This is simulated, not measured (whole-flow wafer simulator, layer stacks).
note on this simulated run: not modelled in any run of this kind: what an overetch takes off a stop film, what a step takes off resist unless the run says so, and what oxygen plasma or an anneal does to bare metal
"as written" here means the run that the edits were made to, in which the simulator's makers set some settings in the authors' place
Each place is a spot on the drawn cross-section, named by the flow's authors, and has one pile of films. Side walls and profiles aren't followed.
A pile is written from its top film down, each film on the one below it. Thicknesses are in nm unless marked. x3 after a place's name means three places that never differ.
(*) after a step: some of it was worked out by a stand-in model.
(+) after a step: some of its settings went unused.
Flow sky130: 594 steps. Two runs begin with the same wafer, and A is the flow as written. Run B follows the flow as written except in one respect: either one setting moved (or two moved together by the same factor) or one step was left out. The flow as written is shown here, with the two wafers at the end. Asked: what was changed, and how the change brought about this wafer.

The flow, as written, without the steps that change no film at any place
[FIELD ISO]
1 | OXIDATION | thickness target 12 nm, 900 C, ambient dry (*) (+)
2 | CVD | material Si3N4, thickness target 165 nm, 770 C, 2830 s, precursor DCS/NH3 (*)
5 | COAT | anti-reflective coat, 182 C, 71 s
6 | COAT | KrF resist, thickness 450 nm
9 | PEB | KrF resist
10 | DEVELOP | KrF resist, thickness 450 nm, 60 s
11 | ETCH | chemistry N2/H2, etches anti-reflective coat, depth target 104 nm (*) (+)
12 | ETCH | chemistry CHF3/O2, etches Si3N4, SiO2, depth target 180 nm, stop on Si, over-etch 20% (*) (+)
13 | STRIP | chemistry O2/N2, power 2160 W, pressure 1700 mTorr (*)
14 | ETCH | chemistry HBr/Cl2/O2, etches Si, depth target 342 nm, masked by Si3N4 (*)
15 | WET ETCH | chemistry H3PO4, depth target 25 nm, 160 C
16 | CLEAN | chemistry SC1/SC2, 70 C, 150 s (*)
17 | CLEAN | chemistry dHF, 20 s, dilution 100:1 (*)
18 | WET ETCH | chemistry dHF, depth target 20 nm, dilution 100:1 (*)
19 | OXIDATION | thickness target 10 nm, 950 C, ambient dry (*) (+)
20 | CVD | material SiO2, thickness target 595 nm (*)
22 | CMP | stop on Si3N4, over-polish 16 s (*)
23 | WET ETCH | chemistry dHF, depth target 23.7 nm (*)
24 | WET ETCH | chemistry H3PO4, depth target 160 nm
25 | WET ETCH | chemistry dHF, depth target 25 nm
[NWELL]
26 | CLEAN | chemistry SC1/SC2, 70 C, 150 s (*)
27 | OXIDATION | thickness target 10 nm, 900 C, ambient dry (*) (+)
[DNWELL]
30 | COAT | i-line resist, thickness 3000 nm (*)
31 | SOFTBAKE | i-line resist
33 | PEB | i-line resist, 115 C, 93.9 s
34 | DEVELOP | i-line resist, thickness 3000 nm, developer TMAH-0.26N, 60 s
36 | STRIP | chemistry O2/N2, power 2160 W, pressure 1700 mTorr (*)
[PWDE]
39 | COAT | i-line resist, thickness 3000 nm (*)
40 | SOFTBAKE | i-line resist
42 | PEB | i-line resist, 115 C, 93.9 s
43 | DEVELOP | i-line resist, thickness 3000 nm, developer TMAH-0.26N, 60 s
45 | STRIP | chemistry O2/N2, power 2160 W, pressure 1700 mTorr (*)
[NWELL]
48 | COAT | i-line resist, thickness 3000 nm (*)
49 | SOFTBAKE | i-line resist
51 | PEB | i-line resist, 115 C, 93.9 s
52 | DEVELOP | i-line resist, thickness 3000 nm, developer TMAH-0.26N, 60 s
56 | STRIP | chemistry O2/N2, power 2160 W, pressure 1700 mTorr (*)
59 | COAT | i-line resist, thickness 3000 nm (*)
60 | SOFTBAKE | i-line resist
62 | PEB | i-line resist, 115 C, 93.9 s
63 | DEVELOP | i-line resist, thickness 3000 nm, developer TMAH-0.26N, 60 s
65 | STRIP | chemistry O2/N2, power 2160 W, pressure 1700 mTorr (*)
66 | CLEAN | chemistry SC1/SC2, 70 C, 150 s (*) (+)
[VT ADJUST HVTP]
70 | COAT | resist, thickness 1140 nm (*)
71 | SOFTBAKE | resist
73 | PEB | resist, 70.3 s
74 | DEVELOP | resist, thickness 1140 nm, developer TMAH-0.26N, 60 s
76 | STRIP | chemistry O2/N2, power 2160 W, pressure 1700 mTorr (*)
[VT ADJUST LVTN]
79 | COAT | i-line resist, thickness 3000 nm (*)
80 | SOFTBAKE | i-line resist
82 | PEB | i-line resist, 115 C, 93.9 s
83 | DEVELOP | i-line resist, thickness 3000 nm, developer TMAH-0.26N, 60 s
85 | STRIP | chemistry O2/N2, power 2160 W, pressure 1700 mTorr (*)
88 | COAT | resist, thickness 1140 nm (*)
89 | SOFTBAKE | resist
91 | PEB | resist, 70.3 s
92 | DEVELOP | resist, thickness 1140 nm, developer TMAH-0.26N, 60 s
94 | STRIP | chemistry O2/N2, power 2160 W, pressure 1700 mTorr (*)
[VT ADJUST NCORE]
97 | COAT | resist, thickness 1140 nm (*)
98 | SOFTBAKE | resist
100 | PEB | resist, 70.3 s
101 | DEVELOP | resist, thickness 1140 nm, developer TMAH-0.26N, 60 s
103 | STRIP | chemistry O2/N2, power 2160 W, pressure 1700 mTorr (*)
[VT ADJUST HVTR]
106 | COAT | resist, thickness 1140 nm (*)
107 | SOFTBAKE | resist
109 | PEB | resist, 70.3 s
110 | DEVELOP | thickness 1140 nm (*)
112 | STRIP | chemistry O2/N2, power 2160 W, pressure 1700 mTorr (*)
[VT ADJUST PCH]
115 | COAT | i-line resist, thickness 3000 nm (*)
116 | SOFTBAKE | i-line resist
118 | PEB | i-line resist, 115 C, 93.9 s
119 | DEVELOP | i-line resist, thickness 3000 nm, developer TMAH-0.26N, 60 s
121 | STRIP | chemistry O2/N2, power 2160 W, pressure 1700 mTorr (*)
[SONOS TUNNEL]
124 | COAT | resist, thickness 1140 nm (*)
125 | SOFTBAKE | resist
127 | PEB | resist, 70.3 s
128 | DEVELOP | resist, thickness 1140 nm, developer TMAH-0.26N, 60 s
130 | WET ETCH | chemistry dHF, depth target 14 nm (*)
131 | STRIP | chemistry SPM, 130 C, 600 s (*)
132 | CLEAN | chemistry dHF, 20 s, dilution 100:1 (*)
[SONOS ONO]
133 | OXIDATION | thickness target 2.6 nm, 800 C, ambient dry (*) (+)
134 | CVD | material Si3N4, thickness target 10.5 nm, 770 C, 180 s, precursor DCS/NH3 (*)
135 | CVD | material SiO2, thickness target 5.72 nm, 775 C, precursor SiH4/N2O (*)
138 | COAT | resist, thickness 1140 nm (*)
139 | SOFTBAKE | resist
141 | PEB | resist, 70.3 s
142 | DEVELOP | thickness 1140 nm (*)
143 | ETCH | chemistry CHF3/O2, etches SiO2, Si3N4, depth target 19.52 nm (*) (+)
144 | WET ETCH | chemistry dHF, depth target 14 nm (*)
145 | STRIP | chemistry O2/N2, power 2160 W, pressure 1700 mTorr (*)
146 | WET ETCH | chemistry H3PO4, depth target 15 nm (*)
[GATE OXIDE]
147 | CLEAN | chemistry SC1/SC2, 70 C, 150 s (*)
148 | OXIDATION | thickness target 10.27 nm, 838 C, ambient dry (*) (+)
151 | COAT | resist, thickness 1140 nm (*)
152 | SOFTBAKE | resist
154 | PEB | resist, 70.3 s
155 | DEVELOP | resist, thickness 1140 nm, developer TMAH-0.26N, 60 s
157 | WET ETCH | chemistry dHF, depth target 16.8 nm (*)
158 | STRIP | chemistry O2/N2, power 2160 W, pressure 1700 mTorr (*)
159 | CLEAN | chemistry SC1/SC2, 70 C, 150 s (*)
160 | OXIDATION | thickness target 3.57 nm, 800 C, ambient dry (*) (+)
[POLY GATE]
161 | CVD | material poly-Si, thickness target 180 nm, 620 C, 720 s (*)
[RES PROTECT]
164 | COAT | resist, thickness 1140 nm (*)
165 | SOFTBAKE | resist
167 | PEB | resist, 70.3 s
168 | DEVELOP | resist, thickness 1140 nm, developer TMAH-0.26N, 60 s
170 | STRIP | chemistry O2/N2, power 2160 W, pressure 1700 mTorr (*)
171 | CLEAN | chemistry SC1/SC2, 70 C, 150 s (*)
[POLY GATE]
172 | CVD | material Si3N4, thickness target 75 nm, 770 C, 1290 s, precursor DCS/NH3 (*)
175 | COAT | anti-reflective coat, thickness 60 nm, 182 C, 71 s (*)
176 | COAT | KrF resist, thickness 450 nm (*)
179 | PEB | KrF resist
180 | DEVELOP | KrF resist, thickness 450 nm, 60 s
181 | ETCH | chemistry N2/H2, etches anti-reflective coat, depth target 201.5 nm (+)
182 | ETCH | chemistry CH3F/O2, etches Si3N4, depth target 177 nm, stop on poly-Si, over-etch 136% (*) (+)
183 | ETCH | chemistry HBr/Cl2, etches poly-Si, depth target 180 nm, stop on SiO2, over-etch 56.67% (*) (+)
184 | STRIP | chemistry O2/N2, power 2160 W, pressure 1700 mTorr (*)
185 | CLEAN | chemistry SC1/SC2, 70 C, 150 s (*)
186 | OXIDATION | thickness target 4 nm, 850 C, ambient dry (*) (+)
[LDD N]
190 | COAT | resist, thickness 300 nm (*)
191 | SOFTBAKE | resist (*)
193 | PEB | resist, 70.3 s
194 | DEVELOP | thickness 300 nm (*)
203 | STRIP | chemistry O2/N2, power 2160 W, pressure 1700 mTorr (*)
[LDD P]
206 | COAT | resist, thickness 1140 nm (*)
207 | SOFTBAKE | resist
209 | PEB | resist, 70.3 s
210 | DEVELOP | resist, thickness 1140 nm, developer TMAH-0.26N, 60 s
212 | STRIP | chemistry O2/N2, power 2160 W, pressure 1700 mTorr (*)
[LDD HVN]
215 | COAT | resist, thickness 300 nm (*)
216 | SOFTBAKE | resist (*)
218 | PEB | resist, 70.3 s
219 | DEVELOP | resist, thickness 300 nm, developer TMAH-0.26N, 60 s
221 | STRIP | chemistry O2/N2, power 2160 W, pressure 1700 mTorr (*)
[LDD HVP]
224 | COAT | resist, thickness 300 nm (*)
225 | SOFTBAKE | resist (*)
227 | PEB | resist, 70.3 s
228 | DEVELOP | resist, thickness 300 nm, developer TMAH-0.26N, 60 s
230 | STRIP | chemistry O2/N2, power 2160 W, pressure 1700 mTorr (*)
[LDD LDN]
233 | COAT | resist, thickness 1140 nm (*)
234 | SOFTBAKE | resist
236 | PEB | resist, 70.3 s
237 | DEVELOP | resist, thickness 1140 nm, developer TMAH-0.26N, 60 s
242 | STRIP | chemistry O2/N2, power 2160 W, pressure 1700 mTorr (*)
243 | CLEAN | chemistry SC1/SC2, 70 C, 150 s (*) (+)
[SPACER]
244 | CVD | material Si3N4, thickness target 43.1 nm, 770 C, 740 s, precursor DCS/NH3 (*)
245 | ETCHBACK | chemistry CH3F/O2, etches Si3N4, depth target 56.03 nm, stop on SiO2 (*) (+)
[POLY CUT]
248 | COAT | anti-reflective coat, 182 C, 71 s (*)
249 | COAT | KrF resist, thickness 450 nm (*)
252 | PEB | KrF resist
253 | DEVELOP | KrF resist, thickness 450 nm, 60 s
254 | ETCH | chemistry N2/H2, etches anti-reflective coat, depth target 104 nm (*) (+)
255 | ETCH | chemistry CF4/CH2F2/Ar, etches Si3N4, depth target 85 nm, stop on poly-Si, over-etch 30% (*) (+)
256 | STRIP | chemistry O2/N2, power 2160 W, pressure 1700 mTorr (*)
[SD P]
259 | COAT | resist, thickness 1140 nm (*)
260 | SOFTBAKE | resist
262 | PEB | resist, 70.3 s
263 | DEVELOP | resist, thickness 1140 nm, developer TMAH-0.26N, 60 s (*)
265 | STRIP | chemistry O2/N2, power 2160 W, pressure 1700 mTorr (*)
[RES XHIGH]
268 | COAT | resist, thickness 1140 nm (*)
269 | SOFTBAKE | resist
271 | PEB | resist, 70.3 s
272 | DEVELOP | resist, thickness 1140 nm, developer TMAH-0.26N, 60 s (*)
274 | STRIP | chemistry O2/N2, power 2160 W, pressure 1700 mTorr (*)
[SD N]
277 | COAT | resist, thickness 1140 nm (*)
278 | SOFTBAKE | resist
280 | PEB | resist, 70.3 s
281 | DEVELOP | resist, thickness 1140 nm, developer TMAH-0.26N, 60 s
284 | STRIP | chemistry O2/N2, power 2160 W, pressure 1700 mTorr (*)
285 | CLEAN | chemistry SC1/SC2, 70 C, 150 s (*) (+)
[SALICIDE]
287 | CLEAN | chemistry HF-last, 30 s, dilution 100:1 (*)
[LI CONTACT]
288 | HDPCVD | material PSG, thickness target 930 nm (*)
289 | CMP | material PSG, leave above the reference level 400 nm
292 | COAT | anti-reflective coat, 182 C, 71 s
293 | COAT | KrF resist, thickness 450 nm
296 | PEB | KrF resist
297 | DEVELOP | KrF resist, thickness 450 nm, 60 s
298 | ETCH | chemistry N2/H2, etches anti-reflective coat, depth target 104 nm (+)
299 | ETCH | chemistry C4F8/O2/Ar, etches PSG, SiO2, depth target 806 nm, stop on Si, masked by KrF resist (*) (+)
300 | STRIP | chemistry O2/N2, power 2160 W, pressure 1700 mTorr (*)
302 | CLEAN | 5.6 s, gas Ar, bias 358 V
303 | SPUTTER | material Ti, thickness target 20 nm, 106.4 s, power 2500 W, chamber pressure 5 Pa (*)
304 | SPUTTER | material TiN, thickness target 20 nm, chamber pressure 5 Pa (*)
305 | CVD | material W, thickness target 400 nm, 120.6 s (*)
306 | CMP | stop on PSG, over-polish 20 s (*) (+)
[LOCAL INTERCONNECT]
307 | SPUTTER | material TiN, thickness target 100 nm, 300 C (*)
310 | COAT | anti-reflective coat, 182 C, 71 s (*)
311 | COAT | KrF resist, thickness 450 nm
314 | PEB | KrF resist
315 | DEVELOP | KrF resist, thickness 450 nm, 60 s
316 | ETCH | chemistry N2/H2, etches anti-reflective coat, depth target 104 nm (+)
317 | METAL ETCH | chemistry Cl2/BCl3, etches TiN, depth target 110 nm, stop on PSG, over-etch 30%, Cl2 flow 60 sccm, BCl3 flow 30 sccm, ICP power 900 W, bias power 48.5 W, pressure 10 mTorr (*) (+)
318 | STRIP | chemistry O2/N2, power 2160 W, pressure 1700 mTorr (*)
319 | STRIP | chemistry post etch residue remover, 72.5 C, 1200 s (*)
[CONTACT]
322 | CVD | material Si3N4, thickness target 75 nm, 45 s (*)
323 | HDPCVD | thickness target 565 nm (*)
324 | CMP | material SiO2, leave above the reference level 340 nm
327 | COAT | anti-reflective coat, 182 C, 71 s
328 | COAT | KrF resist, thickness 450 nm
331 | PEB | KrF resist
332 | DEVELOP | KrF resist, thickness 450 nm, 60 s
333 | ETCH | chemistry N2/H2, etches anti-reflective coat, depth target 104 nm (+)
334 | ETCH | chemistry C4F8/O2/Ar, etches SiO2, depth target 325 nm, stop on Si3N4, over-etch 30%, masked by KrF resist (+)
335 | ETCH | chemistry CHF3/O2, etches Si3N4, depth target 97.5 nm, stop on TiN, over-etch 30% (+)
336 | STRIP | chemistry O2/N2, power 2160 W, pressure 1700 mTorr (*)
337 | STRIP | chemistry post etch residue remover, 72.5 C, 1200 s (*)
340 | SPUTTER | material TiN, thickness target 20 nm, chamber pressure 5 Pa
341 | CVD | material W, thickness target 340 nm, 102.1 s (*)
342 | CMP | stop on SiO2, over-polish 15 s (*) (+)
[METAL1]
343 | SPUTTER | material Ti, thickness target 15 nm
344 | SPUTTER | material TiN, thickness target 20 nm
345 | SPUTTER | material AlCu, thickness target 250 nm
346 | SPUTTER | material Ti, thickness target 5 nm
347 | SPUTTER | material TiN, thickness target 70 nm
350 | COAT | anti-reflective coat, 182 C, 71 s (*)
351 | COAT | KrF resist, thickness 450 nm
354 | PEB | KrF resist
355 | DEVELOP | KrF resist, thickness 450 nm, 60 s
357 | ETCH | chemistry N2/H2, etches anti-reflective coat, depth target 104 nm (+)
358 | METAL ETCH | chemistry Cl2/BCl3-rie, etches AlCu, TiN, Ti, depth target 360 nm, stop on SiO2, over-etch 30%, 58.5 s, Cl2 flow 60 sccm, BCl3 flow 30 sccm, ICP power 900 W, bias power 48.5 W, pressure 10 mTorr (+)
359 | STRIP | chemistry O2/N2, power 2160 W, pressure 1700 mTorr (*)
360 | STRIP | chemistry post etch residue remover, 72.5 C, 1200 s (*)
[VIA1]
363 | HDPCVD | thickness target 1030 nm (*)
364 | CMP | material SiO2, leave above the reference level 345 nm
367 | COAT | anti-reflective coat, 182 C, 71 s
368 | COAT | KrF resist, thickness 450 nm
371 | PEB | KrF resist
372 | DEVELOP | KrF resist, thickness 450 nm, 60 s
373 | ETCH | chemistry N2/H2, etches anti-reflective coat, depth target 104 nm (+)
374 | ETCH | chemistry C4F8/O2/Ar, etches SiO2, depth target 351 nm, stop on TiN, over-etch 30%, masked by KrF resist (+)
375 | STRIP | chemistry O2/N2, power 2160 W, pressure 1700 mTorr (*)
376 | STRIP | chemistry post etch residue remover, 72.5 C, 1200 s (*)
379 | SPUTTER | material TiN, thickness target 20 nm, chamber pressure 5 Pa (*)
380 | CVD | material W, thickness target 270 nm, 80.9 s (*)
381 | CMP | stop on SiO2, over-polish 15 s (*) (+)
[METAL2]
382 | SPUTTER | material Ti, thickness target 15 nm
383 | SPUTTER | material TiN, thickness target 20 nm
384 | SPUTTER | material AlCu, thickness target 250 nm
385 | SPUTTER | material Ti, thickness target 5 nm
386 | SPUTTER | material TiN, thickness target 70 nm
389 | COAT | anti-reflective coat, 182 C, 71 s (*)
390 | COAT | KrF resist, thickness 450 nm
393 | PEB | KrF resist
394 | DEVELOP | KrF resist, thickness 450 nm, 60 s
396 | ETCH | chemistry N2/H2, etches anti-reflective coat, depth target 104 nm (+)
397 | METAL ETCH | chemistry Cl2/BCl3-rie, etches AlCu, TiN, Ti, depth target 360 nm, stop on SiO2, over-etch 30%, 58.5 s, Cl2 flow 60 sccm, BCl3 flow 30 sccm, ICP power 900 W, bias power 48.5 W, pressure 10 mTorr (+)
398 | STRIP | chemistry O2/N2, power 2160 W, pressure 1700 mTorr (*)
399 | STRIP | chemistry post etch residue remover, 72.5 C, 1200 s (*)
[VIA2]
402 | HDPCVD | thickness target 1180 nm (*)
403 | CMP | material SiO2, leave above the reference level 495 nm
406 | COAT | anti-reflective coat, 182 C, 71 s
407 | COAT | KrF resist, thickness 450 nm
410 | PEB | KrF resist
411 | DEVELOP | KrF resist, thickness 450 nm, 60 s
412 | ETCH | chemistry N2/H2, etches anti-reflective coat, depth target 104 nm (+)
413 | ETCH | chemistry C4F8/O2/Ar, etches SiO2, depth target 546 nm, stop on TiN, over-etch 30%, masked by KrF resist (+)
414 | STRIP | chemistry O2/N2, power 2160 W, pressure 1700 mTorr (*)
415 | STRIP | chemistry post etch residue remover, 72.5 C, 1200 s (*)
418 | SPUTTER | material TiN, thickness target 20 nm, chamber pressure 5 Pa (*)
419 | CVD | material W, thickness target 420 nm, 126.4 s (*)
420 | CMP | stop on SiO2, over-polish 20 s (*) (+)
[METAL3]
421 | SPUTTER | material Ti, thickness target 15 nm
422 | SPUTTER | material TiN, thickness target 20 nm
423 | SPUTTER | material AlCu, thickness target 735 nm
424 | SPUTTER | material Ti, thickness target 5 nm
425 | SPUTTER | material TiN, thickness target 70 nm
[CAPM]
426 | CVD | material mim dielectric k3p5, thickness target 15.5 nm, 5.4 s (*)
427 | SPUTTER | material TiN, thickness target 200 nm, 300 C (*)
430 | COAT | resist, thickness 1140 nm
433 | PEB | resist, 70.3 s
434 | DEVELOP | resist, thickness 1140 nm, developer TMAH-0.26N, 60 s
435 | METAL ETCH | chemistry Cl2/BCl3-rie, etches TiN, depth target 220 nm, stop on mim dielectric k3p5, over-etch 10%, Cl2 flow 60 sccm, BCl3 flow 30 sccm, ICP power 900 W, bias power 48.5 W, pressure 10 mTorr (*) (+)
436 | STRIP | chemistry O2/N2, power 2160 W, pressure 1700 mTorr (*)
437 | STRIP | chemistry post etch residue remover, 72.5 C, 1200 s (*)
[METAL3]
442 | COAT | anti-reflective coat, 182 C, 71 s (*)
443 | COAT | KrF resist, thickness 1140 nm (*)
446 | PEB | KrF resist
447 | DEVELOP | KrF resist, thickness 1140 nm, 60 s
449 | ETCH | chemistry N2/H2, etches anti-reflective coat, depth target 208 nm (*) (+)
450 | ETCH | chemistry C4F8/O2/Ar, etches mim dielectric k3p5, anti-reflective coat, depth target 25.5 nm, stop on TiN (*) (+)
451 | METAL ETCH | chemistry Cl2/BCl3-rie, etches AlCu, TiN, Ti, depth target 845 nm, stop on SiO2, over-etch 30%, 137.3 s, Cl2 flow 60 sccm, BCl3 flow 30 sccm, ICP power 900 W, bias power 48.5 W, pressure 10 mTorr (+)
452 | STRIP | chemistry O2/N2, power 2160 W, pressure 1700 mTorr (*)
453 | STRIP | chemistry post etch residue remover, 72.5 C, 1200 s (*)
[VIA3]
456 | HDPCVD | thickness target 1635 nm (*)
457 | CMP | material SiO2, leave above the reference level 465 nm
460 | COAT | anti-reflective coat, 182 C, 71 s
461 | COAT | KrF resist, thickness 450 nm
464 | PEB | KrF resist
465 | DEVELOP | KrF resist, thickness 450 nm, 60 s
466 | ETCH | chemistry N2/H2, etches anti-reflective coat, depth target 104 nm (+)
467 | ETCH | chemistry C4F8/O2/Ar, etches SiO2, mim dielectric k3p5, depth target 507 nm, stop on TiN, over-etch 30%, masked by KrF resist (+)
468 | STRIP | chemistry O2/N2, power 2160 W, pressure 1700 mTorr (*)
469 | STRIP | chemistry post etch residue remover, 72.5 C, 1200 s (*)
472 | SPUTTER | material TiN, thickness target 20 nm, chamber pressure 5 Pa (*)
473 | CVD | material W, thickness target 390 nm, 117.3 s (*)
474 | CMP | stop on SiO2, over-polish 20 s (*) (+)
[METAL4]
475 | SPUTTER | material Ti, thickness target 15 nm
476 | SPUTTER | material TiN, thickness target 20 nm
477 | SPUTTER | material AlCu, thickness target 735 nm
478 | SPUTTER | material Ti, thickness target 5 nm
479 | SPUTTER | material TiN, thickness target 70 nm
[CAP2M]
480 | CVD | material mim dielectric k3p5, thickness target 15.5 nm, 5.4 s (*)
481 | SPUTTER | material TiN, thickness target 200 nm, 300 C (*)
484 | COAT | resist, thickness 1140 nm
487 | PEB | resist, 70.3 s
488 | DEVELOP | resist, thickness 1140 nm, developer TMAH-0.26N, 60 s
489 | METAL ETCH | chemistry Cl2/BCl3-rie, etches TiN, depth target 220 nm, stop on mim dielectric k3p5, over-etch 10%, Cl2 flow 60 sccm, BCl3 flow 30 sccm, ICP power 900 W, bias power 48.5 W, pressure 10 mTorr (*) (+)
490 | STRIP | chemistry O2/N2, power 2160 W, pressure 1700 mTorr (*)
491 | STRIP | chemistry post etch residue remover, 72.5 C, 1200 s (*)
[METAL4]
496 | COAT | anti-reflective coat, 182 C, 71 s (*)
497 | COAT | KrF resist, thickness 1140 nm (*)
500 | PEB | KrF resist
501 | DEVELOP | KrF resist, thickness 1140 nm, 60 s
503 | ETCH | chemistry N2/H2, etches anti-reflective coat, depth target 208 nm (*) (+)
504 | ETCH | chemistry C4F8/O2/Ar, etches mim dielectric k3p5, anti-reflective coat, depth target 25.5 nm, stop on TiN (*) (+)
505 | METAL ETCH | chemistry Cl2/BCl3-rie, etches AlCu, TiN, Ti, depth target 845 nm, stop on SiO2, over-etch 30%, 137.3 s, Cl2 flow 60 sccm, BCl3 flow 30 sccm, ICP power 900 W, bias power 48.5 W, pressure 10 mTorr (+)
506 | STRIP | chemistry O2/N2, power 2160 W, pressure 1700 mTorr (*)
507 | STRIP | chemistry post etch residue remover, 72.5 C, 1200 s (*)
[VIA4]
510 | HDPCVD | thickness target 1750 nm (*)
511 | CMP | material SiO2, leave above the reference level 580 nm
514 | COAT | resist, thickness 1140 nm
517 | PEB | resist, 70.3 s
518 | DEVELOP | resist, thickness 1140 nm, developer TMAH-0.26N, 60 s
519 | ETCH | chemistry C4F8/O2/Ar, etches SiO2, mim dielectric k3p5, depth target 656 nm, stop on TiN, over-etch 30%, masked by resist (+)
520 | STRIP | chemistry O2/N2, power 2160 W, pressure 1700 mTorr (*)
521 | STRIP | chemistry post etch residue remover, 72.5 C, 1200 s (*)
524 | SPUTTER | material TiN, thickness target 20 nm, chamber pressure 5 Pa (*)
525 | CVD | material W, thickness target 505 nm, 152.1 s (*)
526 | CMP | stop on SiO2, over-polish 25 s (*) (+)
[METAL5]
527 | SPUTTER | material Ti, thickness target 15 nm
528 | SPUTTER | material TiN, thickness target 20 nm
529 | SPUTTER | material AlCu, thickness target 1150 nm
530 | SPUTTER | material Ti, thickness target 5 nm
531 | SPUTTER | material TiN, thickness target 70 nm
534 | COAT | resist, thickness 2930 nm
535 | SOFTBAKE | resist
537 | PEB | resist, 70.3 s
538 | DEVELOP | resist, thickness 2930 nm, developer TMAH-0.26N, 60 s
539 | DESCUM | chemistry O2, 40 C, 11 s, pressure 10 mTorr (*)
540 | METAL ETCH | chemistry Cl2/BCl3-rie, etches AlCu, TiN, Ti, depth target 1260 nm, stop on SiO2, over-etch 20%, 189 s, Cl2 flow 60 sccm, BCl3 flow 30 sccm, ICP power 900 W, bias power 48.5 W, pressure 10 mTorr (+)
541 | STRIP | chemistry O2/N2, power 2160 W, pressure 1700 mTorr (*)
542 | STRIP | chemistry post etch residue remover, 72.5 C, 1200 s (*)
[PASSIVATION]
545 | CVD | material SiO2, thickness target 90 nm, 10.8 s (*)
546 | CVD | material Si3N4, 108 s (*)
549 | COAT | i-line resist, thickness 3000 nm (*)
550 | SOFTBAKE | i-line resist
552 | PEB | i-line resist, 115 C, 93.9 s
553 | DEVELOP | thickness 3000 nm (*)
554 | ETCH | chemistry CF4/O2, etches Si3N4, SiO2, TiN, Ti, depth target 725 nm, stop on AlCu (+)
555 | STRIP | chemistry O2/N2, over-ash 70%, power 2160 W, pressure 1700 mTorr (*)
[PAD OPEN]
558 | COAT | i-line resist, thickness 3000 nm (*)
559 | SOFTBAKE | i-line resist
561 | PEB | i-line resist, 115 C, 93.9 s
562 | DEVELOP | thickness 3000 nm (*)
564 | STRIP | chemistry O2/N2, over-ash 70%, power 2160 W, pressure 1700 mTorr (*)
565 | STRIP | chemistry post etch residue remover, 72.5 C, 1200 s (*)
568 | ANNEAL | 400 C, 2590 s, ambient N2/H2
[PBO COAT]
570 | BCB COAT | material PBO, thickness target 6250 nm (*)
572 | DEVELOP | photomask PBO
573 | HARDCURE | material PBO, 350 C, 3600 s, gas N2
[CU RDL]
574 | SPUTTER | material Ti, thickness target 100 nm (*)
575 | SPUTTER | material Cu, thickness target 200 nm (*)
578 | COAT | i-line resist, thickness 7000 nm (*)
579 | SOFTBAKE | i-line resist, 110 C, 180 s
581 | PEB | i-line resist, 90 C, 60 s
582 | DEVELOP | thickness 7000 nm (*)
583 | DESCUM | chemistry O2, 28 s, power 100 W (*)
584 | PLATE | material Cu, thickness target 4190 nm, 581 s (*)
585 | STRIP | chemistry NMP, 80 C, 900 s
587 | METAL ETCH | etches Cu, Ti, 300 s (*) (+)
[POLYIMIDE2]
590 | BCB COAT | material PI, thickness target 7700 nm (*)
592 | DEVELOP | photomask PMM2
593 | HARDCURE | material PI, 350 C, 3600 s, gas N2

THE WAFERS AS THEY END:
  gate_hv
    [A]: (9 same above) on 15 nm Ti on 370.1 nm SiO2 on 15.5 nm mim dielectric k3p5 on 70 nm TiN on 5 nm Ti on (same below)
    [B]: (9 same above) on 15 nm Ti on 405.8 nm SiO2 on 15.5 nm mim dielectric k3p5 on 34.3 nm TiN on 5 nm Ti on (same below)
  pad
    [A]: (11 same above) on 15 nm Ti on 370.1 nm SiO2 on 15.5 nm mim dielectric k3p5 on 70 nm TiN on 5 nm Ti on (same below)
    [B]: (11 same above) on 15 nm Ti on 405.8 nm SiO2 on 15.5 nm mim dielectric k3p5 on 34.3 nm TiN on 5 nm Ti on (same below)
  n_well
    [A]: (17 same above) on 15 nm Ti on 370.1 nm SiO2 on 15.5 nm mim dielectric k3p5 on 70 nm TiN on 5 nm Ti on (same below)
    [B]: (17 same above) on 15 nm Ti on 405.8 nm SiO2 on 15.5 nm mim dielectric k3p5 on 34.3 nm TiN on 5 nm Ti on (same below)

What caused this: step 425, SPUTTER: thickness target 34.3 nm was run, while the flow as written has thickness target 70 nm.
One can read it off the wafer: gate_hv has TiN 34.3, and step 425 as written asks for 70 nm.

Step by step, how the change led to this:
  425 | SPUTTER | material TiN, thickness target 70 nm
      field, active, n_well and 188 more: A +70 TiN (new film) | B +34.3 TiN (new film)
  451 | METAL ETCH | chemistry Cl2/BCl3-rie, etches AlCu, TiN, Ti, depth target 845 nm, stop on SiO2, over-etch 30%, 137.3 s, Cl2 flow 60 sccm, BCl3 flow 30 sccm, ICP power 900 W, bias power 48.5 W, pressure 10 mTorr (+)
      field, gate, spacer and 68 more: A -70 TiN (all of it), -5 Ti (all of it), -735 AlCu (all of it), -20 TiN (all of it), -15 Ti (all of it), -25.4 SiO2 | B -34.3 TiN (all of it), -5 Ti (all of it), -735 AlCu (all of it), -20 TiN (all of it), -15 Ti (all of it), -28.9 SiO2
      active, vpp_ln, vpp_iso2 and 11 more: A -70 TiN (all of it), -5 Ti (all of it), -735 AlCu (all of it), -20 TiN (all of it), -15 Ti (all of it), -25.3 SiO2 | B -34.3 TiN (all of it), -5 Ti (all of it), -735 AlCu (all of it), -20 TiN (all of it), -15 Ti (all of it), -28.9 SiO2
  457 | CMP | material SiO2, leave above the reference level 465 nm
      n_well, p_well, gate_hv and 99 more: A -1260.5 SiO2 | B -1224.8 SiO2
      mim, mim_edge_plate_strap, mim_edge_plate: A -1459.7 SiO2 | B -1424 SiO2
      (also at 2 further places)
  467 | ETCH | chemistry C4F8/O2/Ar, etches SiO2, mim dielectric k3p5, depth target 507 nm, stop on TiN, over-etch 30%, masked by KrF resist (+)
      m1: A -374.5 SiO2 (all of it), -15.5 mim dielectric k3p5 (all of it) | B -410.2 SiO2 (all of it), -15.5 mim dielectric k3p5 (all of it)
      via3_hole: A -373.9 SiO2 (all of it), -15.5 mim dielectric k3p5 (all of it) | B -409.6 SiO2 (all of it), -15.5 mim dielectric k3p5 (all of it)
  473 | CVD | material W, thickness target 390 nm, 117.3 s (*)
      m1: A +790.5 W (new film) | B +826.6 W (new film)
      via3_hole: A +789.9 W (new film) | B +826 W (new film)
